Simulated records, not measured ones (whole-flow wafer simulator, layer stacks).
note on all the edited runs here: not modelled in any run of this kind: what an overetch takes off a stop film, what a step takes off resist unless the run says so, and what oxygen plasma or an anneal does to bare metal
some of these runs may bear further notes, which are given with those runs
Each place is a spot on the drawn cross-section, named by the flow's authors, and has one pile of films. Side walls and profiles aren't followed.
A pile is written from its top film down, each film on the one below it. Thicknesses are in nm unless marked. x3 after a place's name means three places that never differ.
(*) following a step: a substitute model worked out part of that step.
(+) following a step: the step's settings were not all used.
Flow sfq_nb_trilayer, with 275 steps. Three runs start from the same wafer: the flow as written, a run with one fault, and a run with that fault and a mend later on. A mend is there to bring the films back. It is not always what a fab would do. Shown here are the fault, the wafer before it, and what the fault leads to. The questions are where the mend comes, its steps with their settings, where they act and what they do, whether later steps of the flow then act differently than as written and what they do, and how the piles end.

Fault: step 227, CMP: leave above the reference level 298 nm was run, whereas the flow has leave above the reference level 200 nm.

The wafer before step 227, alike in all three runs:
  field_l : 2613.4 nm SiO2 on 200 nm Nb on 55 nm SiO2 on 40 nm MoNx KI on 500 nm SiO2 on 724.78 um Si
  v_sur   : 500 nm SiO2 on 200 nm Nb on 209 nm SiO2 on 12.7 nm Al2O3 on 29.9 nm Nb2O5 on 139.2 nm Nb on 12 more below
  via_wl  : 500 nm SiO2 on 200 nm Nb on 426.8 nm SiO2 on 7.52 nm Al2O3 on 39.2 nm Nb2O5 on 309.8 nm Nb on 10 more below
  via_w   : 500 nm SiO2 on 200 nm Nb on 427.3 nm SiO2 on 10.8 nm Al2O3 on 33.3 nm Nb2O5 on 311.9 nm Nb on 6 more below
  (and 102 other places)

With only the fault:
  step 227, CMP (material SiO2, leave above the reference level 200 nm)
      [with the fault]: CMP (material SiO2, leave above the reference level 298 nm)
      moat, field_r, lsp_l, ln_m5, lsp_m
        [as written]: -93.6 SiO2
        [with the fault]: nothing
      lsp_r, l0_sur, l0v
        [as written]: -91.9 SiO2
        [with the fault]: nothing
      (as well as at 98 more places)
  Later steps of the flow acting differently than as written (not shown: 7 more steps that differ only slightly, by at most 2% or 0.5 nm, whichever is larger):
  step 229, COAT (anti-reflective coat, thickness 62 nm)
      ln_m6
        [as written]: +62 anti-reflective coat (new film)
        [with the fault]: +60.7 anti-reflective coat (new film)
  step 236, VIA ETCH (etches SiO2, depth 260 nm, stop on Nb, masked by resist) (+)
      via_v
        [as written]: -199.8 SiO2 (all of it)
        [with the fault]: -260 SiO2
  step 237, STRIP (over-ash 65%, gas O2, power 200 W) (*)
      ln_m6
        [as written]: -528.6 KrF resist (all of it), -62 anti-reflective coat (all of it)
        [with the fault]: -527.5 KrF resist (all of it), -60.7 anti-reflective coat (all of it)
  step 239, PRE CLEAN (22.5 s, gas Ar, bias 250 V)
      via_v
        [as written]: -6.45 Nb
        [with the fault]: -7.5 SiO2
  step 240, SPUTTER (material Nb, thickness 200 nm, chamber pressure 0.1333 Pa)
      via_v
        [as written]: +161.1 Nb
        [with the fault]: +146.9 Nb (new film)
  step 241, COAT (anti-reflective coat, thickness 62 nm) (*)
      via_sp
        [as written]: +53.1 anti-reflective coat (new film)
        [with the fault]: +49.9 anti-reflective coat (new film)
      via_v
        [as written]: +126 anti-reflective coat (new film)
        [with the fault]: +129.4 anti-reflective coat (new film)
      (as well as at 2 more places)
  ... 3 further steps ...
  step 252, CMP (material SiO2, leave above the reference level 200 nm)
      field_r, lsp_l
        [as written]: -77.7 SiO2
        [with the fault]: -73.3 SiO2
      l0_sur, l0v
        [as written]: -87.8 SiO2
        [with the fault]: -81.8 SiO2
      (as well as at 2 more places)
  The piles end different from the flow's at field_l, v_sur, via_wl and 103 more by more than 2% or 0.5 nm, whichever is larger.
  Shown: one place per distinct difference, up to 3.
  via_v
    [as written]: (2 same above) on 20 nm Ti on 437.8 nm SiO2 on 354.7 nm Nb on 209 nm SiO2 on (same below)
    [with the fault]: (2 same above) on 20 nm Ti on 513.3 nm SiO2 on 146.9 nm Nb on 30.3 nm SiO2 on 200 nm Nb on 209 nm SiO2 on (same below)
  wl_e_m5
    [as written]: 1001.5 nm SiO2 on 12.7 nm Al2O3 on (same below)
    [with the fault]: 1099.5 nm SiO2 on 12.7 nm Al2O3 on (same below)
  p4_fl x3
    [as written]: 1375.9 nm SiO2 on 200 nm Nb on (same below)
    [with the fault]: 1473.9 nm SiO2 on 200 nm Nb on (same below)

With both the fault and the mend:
  The mend follows step 228.
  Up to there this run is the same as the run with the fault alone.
  step 228a, CMP (material SiO2, leave above the reference level 200 nm) (the flow's step 227 again)
      field_l, v_sur, via_wl and 95 more
        -98 SiO2
      moat, field_r, lsp_l, ln_m5, lsp_m
        -93.6 SiO2
      lsp_r, l0_sur, l0v
        -91.9 SiO2
  None of the later steps of the flow acts differently than as written at any place that is followed.
  By the end, the piles equal the flow's at every place that both follow.
